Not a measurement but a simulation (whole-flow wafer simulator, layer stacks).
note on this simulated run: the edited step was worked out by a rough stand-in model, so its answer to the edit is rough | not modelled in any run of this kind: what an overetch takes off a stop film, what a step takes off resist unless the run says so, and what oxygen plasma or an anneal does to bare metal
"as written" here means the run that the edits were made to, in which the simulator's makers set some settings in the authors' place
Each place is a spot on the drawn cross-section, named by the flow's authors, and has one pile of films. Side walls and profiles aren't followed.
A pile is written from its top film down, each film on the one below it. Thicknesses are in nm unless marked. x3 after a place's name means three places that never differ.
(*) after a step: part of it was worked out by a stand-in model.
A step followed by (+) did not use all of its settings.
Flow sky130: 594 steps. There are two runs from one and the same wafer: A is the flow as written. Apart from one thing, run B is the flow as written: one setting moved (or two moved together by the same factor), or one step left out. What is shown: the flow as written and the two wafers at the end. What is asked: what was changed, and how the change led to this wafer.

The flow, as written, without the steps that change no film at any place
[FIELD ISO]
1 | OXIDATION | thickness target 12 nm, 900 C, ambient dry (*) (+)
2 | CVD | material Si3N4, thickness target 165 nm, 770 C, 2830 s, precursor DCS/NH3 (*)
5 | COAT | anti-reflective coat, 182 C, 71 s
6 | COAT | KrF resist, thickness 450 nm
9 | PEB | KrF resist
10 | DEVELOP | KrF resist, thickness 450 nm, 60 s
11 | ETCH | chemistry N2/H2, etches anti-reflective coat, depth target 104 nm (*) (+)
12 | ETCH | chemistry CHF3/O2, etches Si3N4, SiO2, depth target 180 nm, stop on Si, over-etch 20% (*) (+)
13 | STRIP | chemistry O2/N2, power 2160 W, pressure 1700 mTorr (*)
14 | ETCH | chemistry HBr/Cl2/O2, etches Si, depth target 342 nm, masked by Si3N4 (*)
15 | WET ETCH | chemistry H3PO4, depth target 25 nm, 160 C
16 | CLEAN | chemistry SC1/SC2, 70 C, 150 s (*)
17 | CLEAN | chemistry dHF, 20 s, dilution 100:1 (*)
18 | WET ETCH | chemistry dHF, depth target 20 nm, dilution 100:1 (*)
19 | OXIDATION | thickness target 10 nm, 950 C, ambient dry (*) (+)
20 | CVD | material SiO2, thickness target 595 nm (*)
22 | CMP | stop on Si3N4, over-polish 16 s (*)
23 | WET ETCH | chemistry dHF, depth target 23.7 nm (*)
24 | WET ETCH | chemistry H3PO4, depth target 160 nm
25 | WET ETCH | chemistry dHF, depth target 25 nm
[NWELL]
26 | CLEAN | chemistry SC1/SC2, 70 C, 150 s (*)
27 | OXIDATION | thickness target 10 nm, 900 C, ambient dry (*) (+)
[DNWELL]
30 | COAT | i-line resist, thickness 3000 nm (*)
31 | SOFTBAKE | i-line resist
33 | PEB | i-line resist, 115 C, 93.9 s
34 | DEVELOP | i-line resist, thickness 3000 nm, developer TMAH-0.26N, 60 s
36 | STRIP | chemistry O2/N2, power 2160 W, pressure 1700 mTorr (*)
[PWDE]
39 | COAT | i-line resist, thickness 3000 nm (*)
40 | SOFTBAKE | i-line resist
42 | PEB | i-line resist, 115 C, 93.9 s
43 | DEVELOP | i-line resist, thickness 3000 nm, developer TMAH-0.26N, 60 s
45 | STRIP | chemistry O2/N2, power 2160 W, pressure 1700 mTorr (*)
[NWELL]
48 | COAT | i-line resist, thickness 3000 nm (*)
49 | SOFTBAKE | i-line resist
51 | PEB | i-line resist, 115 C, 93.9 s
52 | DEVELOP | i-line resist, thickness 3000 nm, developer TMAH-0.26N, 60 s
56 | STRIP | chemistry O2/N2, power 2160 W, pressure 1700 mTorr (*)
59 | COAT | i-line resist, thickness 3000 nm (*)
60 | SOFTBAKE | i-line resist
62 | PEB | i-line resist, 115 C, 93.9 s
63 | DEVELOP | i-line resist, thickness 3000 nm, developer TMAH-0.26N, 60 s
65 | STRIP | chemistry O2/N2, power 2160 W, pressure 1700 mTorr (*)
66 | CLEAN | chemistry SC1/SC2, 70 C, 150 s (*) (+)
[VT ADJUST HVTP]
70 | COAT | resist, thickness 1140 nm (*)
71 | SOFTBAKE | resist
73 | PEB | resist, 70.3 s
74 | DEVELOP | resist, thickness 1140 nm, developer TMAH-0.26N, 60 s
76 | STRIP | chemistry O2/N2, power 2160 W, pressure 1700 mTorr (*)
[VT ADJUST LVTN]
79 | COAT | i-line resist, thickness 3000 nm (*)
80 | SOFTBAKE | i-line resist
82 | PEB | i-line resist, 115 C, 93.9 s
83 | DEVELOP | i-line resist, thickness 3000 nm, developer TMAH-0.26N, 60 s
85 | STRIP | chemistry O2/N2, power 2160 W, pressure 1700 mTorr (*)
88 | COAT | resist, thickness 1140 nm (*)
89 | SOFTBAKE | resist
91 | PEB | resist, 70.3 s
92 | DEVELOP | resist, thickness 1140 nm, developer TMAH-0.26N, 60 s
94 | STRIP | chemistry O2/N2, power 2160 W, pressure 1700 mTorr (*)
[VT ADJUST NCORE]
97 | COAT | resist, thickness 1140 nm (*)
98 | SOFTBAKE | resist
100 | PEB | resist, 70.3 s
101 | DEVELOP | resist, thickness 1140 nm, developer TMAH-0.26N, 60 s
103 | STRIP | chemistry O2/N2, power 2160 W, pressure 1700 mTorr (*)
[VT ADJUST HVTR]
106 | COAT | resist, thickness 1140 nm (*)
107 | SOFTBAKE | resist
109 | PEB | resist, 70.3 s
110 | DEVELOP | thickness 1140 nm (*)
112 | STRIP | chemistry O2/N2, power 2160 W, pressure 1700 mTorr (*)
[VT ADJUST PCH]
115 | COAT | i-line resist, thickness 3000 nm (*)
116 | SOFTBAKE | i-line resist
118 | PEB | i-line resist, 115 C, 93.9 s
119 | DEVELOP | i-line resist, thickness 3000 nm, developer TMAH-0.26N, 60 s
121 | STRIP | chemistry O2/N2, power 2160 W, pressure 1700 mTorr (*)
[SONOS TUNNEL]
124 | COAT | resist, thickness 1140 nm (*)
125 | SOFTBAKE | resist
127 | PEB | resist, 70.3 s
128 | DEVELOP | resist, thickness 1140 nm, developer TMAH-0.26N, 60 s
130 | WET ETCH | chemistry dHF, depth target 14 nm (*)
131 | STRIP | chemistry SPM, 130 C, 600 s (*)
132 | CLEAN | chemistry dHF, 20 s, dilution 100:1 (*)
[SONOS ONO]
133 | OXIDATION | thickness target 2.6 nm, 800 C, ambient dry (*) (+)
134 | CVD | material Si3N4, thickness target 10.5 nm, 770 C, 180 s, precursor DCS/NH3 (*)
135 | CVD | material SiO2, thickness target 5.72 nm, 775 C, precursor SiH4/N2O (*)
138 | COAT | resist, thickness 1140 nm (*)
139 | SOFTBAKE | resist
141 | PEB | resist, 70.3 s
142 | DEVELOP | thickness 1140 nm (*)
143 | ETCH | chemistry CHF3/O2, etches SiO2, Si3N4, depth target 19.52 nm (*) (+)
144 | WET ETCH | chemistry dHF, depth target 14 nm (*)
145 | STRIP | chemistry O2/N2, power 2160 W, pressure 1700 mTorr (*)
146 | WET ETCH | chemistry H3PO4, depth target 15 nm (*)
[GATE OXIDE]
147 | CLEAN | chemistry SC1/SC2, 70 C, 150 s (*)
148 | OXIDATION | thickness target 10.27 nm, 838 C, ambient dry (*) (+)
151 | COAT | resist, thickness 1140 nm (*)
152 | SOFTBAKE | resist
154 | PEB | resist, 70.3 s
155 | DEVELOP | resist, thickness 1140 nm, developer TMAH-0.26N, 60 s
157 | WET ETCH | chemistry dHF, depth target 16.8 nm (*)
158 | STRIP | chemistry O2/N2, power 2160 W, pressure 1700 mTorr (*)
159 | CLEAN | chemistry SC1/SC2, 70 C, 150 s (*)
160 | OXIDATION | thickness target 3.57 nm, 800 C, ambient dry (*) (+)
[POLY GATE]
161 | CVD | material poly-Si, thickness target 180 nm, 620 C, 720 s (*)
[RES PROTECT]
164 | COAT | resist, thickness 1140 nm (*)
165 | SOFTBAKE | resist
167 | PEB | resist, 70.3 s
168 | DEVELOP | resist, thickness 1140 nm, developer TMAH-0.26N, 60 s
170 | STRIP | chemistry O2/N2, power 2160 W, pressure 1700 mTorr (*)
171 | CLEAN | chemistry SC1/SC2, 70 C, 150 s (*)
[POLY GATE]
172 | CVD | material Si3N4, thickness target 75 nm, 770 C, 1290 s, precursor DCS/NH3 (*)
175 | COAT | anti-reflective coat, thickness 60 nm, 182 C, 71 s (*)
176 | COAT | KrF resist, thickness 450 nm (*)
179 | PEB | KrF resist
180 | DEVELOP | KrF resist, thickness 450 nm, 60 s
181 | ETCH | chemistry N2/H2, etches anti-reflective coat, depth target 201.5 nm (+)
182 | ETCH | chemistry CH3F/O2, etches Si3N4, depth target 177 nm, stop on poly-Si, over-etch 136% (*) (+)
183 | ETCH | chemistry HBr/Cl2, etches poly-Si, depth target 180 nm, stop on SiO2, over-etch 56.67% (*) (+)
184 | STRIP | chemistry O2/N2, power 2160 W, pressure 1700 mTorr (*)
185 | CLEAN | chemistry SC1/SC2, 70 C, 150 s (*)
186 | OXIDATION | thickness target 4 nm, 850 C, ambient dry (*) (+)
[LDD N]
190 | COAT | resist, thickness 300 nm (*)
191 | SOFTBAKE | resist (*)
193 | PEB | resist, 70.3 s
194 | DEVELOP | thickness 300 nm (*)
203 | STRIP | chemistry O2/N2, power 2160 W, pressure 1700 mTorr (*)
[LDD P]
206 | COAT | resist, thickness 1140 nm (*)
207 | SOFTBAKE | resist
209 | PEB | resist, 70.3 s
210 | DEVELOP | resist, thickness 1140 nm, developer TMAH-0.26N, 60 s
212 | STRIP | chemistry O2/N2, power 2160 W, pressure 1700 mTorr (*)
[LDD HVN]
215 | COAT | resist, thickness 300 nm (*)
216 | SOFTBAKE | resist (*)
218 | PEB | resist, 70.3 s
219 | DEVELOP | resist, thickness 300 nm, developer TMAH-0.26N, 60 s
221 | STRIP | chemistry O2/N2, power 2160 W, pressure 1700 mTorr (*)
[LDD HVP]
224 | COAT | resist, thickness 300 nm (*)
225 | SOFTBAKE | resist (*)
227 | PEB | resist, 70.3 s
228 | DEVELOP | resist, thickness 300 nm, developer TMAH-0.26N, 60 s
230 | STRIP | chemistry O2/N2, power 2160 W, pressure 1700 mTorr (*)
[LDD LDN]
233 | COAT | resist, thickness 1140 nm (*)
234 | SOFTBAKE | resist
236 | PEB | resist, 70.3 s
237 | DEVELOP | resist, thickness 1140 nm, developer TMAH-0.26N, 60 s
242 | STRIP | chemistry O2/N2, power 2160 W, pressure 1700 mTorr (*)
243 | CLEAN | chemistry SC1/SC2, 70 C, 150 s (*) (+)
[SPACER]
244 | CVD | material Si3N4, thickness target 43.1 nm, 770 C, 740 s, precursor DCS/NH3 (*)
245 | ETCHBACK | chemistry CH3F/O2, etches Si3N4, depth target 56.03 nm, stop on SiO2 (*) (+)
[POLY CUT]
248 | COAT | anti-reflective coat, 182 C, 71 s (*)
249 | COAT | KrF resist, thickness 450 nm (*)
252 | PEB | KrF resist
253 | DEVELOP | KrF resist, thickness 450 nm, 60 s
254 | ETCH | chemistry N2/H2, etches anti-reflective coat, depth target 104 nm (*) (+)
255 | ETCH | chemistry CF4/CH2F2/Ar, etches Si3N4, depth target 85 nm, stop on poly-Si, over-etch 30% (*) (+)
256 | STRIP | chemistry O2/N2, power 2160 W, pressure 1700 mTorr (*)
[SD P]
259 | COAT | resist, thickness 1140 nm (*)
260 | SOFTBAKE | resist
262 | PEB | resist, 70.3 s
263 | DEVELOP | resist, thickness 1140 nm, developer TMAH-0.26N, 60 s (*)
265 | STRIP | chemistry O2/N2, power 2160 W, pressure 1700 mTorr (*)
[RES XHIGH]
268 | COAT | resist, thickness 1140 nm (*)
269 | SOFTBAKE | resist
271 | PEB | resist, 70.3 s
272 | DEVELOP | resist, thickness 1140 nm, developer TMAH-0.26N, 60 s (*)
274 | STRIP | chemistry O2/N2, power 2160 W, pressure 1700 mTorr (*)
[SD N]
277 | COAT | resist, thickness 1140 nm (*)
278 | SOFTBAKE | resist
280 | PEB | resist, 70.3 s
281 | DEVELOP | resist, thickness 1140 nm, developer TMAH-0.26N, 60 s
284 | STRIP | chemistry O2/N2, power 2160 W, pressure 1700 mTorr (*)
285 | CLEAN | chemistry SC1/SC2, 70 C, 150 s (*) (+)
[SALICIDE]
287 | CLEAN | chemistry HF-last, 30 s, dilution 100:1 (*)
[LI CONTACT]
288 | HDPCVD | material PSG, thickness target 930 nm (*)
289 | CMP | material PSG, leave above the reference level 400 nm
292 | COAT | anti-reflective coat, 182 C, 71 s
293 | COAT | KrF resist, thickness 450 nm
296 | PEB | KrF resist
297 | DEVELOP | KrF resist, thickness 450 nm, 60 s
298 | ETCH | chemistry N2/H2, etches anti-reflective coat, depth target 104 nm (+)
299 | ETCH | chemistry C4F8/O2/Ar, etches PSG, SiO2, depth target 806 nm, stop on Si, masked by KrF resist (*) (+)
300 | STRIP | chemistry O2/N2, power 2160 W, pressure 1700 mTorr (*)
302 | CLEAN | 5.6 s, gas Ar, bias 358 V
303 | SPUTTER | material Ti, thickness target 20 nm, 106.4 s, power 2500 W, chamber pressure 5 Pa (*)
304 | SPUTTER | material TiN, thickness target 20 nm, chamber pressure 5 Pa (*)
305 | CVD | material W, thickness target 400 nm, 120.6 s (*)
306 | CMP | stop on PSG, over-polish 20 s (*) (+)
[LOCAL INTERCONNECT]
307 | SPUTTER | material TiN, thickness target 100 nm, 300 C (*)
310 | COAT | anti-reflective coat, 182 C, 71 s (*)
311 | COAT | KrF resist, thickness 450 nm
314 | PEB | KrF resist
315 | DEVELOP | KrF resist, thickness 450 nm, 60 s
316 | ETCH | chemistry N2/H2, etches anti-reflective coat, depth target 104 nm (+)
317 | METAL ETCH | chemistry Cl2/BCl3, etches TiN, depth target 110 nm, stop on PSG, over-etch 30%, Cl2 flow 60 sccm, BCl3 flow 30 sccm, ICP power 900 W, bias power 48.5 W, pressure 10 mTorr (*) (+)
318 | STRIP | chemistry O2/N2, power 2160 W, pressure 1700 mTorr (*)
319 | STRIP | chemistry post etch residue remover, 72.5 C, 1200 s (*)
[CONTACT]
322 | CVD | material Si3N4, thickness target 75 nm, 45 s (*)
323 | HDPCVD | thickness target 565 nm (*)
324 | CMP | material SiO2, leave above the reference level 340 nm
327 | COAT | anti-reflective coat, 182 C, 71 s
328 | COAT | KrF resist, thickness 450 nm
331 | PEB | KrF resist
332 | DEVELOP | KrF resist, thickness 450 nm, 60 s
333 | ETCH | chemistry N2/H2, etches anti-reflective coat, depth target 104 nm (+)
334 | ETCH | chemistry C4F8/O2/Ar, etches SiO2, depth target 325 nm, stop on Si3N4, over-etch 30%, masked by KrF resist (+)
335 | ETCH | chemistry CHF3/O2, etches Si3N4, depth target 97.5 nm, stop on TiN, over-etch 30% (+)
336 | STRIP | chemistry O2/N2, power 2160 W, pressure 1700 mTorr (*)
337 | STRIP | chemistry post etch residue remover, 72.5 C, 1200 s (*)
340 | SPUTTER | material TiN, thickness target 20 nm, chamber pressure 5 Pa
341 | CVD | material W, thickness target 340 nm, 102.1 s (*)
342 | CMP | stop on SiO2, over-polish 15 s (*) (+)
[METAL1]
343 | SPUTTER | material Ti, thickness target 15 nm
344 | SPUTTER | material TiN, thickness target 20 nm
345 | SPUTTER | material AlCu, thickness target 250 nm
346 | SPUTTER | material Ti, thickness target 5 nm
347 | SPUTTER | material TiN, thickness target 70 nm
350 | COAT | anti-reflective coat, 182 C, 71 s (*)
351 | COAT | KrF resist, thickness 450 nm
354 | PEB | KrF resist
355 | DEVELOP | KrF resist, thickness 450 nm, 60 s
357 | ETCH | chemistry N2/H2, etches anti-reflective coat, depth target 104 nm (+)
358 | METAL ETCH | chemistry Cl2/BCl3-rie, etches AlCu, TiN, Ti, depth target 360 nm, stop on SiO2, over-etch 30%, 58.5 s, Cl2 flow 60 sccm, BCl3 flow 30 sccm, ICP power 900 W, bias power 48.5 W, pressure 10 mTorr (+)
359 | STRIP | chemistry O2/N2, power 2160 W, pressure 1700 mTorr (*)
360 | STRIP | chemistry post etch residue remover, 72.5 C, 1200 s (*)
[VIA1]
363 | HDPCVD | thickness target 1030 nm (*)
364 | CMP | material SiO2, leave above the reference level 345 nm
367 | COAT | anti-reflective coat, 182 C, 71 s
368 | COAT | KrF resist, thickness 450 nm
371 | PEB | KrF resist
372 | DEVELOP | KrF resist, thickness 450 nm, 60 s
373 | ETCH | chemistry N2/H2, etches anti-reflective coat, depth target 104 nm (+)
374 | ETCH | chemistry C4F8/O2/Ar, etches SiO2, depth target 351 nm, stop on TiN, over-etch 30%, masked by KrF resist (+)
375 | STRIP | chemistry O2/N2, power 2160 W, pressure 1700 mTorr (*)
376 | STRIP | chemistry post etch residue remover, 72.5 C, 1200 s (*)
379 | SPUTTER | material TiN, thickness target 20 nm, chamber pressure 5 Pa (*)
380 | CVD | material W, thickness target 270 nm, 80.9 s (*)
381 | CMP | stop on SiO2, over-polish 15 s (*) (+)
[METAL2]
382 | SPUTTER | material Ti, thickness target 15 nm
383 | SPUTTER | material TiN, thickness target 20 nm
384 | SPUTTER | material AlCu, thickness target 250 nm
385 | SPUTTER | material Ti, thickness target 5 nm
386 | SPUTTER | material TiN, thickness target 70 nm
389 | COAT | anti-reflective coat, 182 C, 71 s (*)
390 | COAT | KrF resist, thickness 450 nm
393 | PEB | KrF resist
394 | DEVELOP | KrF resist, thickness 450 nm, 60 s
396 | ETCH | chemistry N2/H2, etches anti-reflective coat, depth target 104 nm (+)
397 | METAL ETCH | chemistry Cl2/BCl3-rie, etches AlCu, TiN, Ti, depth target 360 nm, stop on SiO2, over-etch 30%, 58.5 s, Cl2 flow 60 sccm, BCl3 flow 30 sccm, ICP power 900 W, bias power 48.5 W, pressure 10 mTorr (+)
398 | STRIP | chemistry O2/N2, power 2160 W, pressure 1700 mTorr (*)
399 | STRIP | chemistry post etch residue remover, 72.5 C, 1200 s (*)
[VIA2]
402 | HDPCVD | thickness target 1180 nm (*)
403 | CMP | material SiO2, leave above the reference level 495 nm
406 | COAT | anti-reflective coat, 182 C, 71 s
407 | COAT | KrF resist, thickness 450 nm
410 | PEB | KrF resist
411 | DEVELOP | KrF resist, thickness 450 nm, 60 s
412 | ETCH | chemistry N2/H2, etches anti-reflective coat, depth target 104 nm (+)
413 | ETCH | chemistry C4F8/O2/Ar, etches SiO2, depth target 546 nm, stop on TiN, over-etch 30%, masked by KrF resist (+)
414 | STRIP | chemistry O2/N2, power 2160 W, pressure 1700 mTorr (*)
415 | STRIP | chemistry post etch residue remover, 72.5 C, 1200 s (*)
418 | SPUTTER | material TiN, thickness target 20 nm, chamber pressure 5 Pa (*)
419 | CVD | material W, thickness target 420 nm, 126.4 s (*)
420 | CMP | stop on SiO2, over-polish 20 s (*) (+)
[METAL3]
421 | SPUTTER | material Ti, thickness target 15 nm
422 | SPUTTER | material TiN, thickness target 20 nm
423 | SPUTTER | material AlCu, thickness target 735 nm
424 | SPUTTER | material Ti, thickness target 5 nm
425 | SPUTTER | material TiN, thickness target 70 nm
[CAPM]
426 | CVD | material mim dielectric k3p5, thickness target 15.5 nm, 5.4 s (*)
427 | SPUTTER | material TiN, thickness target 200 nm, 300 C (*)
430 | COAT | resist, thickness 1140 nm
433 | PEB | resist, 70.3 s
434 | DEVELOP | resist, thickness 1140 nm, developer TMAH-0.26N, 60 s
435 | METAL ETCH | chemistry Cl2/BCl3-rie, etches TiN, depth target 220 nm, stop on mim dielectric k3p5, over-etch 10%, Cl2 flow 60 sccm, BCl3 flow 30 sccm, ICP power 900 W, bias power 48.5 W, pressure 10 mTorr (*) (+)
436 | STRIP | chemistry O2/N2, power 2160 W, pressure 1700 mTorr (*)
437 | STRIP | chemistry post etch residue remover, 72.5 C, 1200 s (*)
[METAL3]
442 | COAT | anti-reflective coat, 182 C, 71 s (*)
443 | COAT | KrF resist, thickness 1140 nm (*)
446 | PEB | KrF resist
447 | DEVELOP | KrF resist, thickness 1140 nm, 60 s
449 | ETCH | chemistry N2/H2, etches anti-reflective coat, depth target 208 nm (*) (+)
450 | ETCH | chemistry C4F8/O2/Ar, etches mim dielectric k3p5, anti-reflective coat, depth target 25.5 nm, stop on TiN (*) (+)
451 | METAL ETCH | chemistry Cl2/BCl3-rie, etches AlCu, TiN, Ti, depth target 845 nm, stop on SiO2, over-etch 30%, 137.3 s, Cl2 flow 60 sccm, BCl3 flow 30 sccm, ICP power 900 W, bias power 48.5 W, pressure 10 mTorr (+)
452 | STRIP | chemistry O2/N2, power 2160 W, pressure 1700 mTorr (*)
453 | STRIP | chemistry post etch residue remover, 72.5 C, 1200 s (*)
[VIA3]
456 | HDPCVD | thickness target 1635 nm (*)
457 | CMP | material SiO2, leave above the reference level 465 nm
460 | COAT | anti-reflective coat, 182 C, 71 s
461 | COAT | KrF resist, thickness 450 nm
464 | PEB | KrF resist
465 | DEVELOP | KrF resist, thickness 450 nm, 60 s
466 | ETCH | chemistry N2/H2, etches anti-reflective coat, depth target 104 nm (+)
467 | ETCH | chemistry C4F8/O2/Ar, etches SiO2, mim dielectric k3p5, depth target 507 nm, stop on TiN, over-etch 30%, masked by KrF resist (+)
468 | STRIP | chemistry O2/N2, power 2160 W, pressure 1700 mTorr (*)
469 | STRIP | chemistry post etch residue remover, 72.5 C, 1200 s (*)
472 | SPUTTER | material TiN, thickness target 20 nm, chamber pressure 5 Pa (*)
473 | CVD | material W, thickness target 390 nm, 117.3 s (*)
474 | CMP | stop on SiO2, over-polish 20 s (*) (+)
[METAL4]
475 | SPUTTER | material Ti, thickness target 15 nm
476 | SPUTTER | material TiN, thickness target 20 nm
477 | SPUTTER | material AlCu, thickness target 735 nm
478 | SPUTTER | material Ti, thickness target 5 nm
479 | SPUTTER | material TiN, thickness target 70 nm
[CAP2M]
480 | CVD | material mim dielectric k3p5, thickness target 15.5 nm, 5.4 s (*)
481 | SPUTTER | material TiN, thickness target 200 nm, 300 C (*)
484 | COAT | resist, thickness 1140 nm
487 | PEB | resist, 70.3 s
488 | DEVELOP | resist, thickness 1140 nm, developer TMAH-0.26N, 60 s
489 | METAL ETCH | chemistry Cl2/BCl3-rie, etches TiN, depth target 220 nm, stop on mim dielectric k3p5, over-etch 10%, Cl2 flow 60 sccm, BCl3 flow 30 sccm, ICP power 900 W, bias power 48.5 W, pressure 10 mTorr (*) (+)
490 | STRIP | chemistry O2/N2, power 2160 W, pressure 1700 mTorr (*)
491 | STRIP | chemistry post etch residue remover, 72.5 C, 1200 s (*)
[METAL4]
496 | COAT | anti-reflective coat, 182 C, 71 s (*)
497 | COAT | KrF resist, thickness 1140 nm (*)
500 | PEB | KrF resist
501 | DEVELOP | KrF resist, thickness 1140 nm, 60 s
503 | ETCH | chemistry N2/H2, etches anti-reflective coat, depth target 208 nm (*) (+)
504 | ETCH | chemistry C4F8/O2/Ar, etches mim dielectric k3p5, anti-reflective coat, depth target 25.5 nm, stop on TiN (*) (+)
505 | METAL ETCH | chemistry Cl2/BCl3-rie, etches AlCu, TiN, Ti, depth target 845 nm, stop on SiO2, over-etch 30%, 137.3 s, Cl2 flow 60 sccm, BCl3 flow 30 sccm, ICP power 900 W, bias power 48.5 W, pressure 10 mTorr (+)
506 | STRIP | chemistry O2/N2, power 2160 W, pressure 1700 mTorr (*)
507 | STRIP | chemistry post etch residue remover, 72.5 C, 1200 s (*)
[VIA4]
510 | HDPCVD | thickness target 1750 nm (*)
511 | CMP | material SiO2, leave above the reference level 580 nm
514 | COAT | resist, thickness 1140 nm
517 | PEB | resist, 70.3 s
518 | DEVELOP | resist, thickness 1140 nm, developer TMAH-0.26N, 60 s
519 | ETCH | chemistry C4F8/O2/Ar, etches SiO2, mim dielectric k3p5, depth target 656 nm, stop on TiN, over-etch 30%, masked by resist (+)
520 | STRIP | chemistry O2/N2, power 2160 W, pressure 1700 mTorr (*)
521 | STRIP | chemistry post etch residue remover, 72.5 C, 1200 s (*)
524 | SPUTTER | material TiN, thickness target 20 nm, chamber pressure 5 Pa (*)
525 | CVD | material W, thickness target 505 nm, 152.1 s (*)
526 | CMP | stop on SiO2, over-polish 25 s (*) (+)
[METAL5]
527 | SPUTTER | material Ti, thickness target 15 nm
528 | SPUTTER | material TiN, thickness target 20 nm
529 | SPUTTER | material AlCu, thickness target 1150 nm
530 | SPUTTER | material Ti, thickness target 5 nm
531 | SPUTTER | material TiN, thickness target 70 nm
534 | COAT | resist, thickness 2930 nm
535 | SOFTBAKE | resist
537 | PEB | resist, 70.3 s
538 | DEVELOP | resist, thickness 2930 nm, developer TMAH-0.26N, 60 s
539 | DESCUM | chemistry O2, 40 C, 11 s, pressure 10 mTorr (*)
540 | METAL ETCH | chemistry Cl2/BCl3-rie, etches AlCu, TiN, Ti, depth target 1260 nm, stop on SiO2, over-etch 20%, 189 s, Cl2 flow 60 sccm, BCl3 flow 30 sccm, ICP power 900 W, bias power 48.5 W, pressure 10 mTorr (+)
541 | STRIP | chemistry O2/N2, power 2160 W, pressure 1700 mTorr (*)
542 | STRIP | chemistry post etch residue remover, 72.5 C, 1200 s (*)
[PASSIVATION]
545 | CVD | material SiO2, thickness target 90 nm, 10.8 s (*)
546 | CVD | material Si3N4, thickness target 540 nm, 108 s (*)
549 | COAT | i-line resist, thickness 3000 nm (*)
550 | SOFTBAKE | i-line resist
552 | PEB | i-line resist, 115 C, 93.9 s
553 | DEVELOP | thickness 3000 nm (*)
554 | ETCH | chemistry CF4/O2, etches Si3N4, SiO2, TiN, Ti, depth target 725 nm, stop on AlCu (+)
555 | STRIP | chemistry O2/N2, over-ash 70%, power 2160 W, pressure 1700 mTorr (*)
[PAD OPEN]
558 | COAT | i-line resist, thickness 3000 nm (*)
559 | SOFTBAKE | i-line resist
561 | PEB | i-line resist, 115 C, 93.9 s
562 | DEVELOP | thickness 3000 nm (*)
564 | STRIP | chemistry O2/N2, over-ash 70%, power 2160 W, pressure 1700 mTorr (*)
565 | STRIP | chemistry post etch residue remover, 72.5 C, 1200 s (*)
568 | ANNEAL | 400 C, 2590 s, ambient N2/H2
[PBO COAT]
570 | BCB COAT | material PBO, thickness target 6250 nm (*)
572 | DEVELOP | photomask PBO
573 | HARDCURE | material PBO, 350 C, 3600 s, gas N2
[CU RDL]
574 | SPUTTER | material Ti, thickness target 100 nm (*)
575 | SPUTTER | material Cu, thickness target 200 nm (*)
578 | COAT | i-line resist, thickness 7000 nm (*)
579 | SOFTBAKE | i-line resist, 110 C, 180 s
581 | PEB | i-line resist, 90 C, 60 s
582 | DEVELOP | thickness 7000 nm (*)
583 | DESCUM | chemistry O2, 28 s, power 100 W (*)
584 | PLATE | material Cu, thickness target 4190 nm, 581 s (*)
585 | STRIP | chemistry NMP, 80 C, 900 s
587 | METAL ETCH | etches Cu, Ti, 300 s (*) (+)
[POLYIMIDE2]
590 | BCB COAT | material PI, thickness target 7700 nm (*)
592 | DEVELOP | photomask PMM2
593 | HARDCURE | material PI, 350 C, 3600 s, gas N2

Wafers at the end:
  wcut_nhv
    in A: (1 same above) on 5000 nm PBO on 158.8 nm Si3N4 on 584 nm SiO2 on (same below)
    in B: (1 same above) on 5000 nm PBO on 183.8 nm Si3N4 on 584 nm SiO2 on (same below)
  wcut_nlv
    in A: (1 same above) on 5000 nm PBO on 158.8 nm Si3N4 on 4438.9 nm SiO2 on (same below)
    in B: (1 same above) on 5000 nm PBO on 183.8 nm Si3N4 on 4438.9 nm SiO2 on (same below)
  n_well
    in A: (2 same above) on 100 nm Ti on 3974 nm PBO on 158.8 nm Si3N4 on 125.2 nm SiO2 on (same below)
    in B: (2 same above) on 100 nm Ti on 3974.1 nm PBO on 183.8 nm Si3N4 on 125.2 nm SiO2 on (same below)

Cause: step 546, CVD: thickness target 626 nm was run, though the flow has thickness target 540 nm; step 546, CVD: 125 s was run, where the flow has 108 s.

Step by step, how the change led to this:
  546 | CVD | material Si3N4, thickness target 540 nm, 108 s (*)
      field, active, n_well and 190 more: A Si3N4 gains 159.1 (new film) | B Si3N4 gains 184.2 (new film)
  550 | SOFTBAKE | i-line resist
      active: A i-line resist gains 12 | B i-line resist gains 12.6
      spacer: A i-line resist loses 97.5 | B i-line resist loses 101.1
      (also at 45 further places)
  554 | ETCH | chemistry CF4/O2, etches Si3N4, SiO2, TiN, Ti, depth target 725 nm, stop on AlCu (+)
      field, active, n_well and 189 more: A i-line resist loses 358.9 | B i-line resist loses 383.9
      pad: A Si3N4 loses 159.1 (all of it), SiO2 loses 125.2 (all of it), TiN loses 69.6 (all of it), Ti loses 5 (all of it) | B Si3N4 loses 184.2 (all of it), SiO2 loses 125.2 (all of it), TiN loses 69.6 (all of it), Ti loses 5 (all of it)
  559 | SOFTBAKE | i-line resist
      field: A i-line resist gains 12.5 | B i-line resist gains 13.2
      active: A i-line resist gains 12 | B i-line resist gains 12.6
      (also at 50 further places)
  578 | COAT | i-line resist, thickness 7000 nm (*)
      pad: A i-line resist gains 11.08 um (new film) | B i-line resist gains 11.11 um (new film)
  582 | DEVELOP | thickness 7000 nm (*)
      pad: A i-line resist loses 11.08 um (all of it) | B i-line resist loses 11.11 um (all of it)
